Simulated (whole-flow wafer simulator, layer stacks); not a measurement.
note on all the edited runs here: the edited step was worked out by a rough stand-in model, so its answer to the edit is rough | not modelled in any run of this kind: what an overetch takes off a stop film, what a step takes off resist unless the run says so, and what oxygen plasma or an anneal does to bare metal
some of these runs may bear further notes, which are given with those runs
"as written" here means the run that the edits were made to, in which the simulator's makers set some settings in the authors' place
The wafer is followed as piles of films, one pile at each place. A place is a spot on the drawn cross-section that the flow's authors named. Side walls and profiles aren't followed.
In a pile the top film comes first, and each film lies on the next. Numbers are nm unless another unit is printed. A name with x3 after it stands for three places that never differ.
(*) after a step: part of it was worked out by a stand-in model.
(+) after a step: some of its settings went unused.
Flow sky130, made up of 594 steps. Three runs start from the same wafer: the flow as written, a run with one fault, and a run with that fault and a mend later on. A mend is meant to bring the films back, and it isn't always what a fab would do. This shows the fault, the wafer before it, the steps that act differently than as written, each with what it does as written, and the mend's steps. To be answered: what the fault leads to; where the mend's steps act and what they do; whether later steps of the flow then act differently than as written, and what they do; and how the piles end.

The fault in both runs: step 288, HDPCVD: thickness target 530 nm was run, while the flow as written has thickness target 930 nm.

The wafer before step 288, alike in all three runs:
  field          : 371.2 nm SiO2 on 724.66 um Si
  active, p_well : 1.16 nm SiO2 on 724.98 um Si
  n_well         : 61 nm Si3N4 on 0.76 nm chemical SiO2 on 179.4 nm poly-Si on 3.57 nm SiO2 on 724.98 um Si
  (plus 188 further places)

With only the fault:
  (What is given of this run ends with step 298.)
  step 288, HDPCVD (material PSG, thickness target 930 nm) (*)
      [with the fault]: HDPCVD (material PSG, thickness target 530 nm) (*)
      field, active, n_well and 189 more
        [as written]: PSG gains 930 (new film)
        [with the fault]: PSG gains 530 (new film)
  Steps further on in the flow that do not act as written (1 other step is not shown; it differs only slightly, by no more than 2% or 0.5 nm, whichever is larger):
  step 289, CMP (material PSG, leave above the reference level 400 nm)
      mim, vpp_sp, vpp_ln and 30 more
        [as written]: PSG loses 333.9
        [with the fault]: nothing
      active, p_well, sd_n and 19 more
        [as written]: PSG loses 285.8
        [with the fault]: nothing
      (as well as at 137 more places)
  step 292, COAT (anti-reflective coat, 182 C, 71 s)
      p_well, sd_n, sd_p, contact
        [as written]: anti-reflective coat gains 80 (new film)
        [with the fault]: anti-reflective coat gains 126.6 (new film)
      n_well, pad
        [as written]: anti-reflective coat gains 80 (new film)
        [with the fault]: anti-reflective coat gains 12.4 (new film)
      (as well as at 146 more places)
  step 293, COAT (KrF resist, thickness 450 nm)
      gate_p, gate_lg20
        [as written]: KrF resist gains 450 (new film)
        [with the fault]: KrF resist gains 434.1 (new film)
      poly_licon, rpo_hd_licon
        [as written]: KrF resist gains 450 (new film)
        [with the fault]: KrF resist gains 434.2 (new film)
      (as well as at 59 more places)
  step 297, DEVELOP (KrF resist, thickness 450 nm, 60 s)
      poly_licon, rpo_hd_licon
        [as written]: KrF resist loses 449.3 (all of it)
        [with the fault]: KrF resist loses 433.5 (all of it)
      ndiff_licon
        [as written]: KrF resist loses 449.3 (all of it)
        [with the fault]: KrF resist loses 461.7 (all of it)
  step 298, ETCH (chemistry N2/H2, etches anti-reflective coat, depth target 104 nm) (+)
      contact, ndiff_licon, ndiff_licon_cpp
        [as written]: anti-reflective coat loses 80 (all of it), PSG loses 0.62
        [with the fault]: anti-reflective coat loses 104
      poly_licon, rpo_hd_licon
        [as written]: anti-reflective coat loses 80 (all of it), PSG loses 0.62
        [with the fault]: anti-reflective coat loses 53.1 (all of it), PSG loses 1.31
  The piles after step 298 differ from the flow's at field, active, n_well and 172 more by more than 2% or 0.5 nm, whichever is larger.
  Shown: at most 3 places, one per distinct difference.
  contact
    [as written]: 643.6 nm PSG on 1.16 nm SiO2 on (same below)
    [with the fault]: 22.6 nm anti-reflective coat on 530 nm PSG on 1.16 nm SiO2 on (same below)
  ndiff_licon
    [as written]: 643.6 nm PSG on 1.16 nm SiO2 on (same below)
    [with the fault]: 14 nm anti-reflective coat on 530 nm PSG on 1.16 nm SiO2 on (same below)
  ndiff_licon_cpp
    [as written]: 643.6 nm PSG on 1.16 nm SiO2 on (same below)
    [with the fault]: 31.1 nm anti-reflective coat on 530 nm PSG on 1.16 nm SiO2 on (same below)

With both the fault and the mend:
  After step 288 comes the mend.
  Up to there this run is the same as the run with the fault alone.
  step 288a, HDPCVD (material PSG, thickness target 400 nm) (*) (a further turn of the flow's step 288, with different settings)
      field, active, n_well and 189 more
        PSG gains 400
  Later steps of the flow that are run all act as written at every place that is followed, up to a difference of at most 2% or 0.5 nm, whichever is larger.
  The piles end only slightly different from the flow's at the places that both follow, by no more than 2% or 0.5 nm, whichever is larger.
